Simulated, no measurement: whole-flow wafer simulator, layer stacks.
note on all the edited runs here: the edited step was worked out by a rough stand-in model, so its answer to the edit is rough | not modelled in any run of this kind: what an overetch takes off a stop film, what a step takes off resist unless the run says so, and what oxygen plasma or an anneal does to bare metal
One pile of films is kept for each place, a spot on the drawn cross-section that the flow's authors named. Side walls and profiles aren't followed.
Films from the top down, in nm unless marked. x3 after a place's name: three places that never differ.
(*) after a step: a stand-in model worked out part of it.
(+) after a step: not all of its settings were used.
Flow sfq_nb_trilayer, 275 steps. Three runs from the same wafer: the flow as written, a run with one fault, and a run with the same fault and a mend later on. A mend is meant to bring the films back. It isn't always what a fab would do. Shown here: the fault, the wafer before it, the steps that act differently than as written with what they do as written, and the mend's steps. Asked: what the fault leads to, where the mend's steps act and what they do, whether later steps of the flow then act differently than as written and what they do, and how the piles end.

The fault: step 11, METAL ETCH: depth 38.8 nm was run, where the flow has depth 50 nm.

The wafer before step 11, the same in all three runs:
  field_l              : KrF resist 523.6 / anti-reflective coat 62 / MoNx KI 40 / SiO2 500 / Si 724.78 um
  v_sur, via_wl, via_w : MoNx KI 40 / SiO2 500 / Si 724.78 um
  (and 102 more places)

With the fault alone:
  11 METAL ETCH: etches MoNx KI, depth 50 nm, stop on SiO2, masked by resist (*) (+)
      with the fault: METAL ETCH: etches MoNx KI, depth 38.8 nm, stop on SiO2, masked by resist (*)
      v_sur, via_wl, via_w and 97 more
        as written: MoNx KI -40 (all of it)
        with the fault: MoNx KI -38.8
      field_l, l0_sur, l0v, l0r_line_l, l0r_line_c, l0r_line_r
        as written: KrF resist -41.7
        with the fault: KrF resist -32.3
  Later steps of the flow that act differently than as written (14 more steps differ only slightly, by at most 2% or 0.5 nm, whichever is larger, and aren't shown):
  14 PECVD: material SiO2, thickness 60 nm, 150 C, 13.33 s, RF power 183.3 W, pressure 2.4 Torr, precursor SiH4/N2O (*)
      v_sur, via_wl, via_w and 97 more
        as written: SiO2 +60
        with the fault: SiO2 +60 (new film)
  At the end the piles differ from the flow's by more than 2% or 0.5 nm, whichever is larger, at v_sur, via_wl, via_w and 97 more.
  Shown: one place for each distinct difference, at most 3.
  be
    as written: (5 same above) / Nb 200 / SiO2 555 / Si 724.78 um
    with the fault: (5 same above) / Nb 200 / SiO2 55 / MoNx KI 1.2 / SiO2 500 / Si 724.78 um
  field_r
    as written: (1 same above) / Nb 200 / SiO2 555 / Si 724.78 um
    with the fault: (1 same above) / Nb 200 / SiO2 55 / MoNx KI 1.2 / SiO2 500 / Si 724.78 um
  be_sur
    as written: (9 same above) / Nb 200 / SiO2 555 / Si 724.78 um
    with the fault: (9 same above) / Nb 200 / SiO2 55 / MoNx KI 1.2 / SiO2 500 / Si 724.78 um

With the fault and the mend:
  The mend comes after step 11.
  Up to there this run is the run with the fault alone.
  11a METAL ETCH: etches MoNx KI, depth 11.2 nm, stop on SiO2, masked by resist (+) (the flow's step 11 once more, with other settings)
      v_sur, via_wl, via_w and 97 more
        MoNx KI -1.2 (all of it)
      field_l, l0_sur, l0v, l0r_line_l, l0r_line_c, l0r_line_r
        KrF resist -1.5
  No later step of the flow acts differently than as written, at any place that is followed, by more than 2% or 0.5 nm, whichever is larger.
  At the end the piles are the same as the flow's at every place that both follow.
